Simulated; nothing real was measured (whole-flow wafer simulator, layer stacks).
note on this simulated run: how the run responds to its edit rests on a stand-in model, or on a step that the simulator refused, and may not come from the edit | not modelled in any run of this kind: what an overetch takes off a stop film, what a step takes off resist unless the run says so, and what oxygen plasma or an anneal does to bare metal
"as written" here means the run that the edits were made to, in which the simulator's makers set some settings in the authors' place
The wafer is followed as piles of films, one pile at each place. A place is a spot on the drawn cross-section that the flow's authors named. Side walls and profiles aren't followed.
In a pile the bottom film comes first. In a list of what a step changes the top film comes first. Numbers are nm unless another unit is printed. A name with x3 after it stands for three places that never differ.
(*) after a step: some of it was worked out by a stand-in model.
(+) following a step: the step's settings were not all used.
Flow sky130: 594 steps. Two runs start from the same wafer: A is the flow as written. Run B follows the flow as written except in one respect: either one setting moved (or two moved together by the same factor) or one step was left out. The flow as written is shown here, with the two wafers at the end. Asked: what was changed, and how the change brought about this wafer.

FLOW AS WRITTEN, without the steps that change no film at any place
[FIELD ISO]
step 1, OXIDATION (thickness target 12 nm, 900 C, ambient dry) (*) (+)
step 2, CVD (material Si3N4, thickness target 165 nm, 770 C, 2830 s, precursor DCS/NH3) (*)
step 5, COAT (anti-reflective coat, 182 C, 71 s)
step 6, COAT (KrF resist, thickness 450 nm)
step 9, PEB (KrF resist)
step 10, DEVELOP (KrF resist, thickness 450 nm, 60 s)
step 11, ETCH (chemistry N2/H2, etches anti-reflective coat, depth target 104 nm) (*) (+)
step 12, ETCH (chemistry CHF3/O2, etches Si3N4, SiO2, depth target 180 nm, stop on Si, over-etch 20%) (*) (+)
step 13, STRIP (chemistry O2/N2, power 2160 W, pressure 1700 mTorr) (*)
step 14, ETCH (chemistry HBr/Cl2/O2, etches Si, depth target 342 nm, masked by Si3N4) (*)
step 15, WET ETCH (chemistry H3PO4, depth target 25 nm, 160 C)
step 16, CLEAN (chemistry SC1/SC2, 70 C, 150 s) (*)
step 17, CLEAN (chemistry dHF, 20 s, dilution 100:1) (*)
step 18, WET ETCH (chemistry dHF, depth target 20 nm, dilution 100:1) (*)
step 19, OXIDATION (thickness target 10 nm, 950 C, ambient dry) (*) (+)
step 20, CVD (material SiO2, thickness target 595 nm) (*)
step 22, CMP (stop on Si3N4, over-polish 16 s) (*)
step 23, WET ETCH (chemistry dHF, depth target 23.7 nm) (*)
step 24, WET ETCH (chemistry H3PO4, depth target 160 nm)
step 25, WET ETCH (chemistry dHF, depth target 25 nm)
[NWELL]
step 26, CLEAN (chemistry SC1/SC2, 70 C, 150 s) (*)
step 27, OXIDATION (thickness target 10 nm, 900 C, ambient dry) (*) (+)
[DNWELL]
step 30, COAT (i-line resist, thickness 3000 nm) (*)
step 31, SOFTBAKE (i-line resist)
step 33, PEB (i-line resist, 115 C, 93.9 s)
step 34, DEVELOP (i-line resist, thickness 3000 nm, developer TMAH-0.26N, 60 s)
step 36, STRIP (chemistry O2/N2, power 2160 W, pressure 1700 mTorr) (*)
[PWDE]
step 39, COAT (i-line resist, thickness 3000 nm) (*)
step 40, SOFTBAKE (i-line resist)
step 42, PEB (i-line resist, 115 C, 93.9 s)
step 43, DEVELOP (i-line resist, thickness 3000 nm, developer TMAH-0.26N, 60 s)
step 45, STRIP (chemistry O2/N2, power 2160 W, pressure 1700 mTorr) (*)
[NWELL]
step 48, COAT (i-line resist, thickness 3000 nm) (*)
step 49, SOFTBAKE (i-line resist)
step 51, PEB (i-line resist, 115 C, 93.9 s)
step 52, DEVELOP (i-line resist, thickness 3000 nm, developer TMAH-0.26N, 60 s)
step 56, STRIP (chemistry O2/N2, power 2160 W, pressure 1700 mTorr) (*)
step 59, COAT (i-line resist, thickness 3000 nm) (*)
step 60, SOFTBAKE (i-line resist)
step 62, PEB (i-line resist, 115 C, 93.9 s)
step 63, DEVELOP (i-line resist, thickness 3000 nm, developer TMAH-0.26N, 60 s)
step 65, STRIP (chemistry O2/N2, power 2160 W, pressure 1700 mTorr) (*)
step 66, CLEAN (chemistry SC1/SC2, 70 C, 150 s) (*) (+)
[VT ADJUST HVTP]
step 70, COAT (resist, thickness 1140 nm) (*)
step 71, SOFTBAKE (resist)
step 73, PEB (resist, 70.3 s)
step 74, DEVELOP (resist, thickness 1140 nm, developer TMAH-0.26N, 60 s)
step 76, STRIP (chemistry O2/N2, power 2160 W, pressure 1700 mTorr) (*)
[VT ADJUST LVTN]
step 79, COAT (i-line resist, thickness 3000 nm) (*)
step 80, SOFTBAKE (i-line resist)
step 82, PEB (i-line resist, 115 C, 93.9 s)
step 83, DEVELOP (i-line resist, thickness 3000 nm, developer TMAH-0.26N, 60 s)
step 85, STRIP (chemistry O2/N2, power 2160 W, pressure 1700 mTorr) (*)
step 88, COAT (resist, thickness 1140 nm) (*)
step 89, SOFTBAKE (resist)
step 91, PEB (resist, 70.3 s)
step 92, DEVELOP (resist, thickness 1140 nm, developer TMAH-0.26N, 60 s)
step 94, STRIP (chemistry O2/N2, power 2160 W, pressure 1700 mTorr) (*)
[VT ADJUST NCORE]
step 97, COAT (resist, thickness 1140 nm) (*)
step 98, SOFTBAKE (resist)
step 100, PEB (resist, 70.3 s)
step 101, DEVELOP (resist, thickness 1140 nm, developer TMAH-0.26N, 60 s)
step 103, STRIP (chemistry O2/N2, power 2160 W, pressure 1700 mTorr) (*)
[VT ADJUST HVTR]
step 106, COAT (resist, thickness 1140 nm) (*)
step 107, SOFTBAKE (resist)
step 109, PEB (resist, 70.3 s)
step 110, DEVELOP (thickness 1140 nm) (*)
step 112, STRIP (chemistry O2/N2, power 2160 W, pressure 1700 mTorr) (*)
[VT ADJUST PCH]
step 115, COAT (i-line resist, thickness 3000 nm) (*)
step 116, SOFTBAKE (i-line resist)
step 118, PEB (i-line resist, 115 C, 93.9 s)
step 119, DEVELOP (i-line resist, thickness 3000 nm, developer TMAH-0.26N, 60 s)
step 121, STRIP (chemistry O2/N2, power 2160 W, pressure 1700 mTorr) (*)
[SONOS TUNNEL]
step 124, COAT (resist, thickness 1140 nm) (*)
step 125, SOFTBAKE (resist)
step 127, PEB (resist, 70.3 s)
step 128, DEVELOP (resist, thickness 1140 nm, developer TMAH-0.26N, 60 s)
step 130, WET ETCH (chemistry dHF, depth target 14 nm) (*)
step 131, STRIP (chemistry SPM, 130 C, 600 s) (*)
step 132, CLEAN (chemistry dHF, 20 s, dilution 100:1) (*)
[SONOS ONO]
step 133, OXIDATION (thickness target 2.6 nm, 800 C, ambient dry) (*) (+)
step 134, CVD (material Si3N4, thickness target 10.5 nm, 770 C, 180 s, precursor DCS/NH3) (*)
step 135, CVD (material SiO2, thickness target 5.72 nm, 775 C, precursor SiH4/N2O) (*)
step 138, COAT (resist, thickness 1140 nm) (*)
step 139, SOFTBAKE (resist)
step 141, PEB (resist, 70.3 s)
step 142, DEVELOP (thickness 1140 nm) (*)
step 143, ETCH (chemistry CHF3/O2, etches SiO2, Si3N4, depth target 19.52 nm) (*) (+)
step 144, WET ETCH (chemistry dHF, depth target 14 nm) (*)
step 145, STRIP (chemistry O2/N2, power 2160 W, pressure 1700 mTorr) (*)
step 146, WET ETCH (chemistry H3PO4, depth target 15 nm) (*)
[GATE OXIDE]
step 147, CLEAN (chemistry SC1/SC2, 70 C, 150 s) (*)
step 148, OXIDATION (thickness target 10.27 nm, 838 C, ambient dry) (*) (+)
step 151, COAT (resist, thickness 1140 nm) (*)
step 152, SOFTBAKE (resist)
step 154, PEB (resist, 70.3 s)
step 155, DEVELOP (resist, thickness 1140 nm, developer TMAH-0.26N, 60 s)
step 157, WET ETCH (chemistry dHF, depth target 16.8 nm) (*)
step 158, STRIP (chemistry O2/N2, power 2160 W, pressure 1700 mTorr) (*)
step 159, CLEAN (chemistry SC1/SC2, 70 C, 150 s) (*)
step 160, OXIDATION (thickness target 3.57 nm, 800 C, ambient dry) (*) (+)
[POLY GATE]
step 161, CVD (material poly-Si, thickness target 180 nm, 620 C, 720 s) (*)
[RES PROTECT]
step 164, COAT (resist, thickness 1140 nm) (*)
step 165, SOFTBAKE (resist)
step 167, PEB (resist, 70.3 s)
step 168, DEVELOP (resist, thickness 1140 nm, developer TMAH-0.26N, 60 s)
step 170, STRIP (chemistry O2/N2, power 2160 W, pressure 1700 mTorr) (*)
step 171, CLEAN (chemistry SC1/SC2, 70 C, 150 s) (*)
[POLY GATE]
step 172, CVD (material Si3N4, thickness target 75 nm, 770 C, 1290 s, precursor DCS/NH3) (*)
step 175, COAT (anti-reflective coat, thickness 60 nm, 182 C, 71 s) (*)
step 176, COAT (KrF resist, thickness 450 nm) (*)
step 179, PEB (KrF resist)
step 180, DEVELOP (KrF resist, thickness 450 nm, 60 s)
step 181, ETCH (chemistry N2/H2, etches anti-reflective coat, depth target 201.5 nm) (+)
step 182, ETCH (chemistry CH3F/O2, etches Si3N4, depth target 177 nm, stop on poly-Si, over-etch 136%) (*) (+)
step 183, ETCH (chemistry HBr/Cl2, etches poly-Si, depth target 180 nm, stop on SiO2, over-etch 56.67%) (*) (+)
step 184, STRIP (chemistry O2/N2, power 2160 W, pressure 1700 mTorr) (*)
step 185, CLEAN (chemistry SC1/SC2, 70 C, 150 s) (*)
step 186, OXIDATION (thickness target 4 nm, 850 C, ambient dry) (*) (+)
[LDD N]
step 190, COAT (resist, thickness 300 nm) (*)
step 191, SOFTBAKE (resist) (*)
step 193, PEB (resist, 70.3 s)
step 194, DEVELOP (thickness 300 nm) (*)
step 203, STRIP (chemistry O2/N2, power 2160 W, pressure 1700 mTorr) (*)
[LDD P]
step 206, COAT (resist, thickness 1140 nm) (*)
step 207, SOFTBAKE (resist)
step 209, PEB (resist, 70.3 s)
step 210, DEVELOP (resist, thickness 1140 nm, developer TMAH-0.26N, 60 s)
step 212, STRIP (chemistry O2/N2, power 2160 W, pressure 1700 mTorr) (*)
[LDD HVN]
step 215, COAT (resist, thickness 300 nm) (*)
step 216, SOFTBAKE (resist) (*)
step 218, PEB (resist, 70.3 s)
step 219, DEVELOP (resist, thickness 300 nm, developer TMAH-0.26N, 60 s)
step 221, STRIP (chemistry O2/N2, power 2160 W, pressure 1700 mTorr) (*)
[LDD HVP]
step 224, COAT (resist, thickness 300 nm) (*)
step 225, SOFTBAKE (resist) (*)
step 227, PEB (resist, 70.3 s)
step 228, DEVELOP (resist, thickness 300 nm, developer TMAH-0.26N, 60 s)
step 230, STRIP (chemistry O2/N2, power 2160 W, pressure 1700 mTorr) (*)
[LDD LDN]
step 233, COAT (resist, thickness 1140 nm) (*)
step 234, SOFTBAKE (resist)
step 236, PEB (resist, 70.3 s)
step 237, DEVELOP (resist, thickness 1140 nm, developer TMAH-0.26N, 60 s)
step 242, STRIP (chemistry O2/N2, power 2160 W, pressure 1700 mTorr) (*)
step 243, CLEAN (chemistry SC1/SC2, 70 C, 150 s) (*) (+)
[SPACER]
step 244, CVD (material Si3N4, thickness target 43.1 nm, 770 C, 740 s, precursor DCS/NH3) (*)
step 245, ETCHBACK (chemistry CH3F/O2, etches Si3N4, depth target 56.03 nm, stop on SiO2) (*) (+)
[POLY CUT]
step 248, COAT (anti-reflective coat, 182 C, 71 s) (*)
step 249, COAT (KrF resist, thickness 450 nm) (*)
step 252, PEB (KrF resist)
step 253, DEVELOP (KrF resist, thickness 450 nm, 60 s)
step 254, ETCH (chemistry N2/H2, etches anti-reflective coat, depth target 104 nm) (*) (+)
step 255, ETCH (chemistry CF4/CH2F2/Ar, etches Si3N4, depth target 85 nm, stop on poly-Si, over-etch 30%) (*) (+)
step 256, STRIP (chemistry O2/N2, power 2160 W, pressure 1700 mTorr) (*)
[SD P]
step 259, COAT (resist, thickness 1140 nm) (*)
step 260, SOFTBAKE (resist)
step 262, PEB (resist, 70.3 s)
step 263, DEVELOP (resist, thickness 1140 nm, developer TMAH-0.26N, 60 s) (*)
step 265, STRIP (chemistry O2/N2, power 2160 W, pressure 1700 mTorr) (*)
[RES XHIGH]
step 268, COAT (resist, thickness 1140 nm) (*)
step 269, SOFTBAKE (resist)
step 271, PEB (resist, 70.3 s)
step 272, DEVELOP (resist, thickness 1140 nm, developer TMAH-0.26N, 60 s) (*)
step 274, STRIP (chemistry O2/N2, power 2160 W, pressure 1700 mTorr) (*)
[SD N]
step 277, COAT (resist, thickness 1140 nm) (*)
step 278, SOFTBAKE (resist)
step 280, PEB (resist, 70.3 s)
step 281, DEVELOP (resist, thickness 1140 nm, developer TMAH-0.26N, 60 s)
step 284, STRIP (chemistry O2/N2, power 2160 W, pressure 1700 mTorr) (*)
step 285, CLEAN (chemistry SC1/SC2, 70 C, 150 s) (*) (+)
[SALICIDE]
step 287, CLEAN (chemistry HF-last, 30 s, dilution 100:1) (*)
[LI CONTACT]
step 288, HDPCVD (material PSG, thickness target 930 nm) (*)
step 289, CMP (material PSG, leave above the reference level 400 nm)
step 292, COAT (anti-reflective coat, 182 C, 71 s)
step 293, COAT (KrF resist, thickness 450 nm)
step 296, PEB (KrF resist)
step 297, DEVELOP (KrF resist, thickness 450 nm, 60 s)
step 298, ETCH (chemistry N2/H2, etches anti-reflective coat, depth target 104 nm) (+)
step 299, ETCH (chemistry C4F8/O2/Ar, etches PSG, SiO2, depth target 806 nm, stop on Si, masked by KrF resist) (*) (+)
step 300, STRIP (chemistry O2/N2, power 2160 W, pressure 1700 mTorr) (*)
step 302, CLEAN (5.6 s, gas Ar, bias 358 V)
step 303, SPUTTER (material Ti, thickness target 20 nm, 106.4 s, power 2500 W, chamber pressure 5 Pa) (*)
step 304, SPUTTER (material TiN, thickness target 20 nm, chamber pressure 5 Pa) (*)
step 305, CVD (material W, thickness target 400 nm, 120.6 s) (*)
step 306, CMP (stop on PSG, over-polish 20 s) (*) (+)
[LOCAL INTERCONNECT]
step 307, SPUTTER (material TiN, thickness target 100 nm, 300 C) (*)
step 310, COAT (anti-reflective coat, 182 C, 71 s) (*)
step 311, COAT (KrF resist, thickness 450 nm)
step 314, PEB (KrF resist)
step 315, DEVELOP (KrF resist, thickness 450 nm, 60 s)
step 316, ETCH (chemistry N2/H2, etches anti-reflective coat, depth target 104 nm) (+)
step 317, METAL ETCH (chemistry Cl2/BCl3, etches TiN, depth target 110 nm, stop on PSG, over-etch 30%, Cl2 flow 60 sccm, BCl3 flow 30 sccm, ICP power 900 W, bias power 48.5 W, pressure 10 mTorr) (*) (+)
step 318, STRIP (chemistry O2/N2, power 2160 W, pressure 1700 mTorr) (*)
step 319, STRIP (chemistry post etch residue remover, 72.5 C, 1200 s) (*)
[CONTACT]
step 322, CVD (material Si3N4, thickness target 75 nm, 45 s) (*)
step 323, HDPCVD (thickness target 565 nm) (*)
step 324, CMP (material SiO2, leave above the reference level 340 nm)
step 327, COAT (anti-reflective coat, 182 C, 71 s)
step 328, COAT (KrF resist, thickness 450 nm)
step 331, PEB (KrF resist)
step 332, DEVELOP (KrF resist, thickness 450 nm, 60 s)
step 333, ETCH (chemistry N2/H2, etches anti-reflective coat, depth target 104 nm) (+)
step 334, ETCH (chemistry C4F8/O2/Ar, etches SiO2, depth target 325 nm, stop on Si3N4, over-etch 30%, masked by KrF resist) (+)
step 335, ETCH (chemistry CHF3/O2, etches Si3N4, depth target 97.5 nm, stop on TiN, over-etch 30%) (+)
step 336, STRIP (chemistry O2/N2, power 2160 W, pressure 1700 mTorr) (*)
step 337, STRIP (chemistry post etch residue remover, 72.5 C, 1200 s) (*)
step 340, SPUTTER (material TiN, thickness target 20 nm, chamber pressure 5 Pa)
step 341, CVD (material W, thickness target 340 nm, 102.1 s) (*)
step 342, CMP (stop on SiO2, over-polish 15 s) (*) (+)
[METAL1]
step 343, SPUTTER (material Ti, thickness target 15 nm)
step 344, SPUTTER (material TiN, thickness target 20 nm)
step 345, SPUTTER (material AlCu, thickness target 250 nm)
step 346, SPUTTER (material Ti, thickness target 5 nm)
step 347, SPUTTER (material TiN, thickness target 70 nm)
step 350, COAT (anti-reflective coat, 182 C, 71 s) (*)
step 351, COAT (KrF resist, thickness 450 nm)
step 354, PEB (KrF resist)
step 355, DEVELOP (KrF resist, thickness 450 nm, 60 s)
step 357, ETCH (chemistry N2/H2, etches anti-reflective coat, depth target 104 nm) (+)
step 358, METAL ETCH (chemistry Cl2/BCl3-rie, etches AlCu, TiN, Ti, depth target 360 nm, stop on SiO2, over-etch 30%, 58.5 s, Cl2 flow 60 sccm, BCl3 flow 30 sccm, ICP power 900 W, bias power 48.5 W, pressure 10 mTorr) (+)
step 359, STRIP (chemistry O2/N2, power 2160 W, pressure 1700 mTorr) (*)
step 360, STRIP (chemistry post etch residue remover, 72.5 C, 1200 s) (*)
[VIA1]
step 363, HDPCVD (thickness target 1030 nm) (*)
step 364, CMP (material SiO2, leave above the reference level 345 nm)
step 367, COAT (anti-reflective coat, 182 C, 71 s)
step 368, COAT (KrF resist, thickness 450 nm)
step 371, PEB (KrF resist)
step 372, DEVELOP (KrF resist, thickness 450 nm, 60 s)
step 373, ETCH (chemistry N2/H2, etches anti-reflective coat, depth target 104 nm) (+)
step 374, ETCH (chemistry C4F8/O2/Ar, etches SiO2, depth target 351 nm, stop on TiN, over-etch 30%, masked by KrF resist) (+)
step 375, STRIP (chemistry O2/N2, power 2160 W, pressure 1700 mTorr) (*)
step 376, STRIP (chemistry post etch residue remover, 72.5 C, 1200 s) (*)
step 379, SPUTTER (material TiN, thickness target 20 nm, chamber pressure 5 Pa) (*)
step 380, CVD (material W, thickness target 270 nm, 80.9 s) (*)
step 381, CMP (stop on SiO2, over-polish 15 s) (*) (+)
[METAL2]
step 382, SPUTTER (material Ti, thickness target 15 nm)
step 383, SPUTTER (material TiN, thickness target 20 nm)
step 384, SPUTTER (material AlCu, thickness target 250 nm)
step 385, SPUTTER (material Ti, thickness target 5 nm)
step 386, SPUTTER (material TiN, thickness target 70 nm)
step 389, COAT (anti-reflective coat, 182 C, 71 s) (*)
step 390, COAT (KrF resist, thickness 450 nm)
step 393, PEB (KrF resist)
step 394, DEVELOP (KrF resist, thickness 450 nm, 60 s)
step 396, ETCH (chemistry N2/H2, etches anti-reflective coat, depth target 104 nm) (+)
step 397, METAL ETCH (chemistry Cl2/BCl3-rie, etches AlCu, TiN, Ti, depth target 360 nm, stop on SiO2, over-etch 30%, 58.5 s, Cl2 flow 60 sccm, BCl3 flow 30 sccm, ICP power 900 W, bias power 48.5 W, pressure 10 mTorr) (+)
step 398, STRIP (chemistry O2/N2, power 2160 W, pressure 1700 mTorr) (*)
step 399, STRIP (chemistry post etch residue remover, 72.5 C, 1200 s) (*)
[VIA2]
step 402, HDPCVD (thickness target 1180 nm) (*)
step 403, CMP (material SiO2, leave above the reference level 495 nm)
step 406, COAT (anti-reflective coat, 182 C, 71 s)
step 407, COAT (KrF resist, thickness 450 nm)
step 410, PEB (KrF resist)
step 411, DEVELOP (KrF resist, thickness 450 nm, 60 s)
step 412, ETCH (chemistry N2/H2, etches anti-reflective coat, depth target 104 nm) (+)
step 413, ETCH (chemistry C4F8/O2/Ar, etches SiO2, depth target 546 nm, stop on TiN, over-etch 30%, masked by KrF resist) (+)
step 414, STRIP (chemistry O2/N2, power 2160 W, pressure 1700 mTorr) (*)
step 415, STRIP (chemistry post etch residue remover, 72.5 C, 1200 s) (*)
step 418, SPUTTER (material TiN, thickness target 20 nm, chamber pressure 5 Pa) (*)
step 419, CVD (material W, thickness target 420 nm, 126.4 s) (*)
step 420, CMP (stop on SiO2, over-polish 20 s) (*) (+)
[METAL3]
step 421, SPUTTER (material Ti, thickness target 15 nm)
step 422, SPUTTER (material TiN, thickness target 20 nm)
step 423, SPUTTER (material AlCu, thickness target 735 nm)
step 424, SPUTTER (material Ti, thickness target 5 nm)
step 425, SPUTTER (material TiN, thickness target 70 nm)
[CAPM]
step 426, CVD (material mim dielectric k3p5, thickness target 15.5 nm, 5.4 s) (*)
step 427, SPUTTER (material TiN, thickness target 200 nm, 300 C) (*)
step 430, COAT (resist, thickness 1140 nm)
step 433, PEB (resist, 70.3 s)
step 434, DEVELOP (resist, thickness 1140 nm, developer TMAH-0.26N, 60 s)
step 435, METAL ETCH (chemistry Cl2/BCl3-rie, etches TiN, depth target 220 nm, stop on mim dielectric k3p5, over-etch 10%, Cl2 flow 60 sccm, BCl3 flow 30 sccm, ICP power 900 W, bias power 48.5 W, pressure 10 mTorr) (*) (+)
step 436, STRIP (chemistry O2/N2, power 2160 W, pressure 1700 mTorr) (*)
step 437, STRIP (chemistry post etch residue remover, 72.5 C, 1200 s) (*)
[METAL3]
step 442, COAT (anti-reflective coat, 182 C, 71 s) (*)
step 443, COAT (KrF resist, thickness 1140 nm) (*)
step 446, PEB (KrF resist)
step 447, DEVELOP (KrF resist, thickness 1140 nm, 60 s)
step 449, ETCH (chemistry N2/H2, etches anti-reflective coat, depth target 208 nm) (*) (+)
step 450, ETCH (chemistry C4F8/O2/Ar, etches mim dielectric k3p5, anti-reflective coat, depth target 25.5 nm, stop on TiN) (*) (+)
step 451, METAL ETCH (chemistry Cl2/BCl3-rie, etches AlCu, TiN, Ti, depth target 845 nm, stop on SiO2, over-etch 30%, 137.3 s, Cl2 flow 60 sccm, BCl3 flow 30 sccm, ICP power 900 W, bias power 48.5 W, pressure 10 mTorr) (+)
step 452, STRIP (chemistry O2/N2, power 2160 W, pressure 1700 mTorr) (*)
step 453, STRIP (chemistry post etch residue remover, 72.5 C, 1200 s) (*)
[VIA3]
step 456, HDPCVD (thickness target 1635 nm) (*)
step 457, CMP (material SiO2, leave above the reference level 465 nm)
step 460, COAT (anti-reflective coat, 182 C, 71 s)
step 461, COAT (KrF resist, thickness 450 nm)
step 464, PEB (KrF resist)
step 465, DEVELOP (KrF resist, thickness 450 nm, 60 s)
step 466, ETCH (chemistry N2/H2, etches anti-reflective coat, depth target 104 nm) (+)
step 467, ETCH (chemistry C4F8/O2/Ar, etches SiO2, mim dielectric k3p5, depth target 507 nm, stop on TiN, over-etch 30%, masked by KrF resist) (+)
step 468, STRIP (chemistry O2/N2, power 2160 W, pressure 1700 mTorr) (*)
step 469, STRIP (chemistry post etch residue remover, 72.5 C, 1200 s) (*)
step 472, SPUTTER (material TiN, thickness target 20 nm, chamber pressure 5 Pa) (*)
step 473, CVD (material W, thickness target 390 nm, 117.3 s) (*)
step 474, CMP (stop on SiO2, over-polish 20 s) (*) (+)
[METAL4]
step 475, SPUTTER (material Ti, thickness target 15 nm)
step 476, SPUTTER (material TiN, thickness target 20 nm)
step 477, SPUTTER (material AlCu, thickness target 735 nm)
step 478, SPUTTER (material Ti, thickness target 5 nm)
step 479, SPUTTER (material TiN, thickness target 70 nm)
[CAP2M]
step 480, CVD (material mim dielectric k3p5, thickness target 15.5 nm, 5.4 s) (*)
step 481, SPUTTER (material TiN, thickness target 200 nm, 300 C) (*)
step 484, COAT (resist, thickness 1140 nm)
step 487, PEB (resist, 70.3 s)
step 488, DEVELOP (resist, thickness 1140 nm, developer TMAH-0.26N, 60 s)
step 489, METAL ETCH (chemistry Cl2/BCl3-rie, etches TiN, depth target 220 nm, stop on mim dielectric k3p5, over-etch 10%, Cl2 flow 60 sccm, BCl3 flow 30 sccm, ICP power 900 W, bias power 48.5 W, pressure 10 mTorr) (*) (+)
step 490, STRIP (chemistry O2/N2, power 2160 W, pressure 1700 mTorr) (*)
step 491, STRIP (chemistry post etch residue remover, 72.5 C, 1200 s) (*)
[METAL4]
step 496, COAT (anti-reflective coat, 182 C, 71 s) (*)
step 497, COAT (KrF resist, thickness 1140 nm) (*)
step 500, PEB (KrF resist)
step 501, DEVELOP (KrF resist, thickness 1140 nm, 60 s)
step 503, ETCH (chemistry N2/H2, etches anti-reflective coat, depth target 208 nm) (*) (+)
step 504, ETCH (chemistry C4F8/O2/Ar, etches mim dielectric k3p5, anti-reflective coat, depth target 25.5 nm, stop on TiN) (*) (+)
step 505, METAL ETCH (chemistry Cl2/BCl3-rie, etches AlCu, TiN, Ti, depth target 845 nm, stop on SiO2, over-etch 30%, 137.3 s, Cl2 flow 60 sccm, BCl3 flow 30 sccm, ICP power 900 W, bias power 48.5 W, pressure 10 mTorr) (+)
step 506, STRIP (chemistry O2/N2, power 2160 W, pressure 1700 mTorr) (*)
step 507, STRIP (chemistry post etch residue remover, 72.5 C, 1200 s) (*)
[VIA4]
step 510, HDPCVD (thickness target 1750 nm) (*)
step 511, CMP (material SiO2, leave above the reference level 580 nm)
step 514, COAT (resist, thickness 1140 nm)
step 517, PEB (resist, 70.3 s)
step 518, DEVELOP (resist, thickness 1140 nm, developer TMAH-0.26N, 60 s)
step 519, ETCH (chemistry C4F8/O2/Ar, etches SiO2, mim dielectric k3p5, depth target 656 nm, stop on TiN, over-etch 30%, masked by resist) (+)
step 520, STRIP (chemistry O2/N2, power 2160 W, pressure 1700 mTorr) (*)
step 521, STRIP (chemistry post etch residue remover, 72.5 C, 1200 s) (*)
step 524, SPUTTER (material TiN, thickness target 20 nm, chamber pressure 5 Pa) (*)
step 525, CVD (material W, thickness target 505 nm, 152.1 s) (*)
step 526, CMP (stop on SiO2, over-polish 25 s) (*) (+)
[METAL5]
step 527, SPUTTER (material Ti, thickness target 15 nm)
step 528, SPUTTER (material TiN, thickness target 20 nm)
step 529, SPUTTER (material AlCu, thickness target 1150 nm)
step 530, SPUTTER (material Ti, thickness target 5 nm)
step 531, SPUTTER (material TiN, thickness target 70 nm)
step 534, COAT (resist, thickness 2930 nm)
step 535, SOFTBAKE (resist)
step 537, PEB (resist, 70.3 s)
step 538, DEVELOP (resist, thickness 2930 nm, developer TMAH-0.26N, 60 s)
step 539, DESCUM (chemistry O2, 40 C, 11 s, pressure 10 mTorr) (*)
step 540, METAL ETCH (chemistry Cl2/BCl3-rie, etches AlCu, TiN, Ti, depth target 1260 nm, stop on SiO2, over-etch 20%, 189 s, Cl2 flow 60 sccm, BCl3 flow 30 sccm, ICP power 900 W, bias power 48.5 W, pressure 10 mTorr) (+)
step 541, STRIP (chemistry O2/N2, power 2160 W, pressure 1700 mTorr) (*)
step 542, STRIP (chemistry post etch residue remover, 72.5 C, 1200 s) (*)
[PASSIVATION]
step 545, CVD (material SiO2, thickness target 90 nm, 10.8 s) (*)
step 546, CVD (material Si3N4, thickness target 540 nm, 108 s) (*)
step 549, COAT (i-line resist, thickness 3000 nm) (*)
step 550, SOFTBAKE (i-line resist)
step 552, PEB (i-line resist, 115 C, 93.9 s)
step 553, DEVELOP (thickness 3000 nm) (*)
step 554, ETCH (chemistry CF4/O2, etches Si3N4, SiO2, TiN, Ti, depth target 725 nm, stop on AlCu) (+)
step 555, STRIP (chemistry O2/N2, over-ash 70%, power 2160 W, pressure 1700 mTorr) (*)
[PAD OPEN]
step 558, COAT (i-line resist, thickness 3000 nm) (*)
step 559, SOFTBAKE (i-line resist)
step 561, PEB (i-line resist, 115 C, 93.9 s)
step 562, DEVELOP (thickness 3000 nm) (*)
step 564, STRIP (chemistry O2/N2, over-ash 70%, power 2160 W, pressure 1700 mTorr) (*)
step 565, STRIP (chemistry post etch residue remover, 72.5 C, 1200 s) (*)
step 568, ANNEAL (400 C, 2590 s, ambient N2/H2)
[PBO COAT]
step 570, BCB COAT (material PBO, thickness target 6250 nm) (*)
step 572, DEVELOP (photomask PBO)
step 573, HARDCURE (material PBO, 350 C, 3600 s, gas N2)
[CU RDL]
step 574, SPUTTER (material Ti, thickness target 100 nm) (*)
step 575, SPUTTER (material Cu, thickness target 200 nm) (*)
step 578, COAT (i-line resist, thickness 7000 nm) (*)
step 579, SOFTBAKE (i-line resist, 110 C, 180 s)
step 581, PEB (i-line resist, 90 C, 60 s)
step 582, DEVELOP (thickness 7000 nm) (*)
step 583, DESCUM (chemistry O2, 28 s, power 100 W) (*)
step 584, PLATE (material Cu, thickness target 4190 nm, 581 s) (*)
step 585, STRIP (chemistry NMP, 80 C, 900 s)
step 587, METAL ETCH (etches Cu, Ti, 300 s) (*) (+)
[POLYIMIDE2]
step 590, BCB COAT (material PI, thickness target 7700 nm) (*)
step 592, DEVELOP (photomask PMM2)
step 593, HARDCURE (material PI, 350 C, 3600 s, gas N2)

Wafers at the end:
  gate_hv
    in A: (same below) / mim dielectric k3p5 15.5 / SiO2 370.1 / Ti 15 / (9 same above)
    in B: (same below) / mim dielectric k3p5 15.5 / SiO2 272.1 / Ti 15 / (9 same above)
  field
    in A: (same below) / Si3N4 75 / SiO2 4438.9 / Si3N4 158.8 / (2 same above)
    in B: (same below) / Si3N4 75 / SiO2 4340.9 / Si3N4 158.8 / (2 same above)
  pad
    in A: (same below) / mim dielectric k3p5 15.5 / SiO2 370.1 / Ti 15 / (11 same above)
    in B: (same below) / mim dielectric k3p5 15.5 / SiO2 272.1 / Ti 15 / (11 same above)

Cause: step 457, CMP: leave above the reference level 367 nm was run, while the flow as written has leave above the reference level 465 nm.

How this came from the change, step by step:
  step 457, CMP (material SiO2, leave above the reference level 465 nm)
      n_well, p_well, gate_hv and 99 more: A -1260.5 SiO2 | B -1358.5 SiO2
      field, active, gate and 82 more: A -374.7 SiO2 | B -472.7 SiO2
      (as well as at 5 more places)
  step 467, ETCH (chemistry C4F8/O2/Ar, etches SiO2, mim dielectric k3p5, depth target 507 nm, stop on TiN, over-etch 30%, masked by KrF resist) (+)
      field, active, n_well and 187 more: A -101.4 KrF resist | B -75.9 KrF resist
      m1: A -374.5 SiO2 (all of it), -15.5 mim dielectric k3p5 (all of it) | B -276.5 SiO2 (all of it), -15.5 mim dielectric k3p5 (all of it)
      (as well as at 1 more place)
  step 468, STRIP (chemistry O2/N2, power 2160 W, pressure 1700 mTorr) (*)
      field, active, n_well and 187 more: A -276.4 KrF resist (all of it), -80 anti-reflective coat (all of it) | B -301.9 KrF resist (all of it), -80 anti-reflective coat (all of it)
  step 472, SPUTTER (material TiN, thickness target 20 nm, chamber pressure 5 Pa) (*)
      m1, via3_hole: A +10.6 TiN | B +12 TiN
  step 473, CVD (material W, thickness target 390 nm, 117.3 s) (*)
      m1: A +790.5 W (new film) | B +691.1 W (new film)
      via3_hole: A +789.9 W (new film) | B +690.5 W (new film)
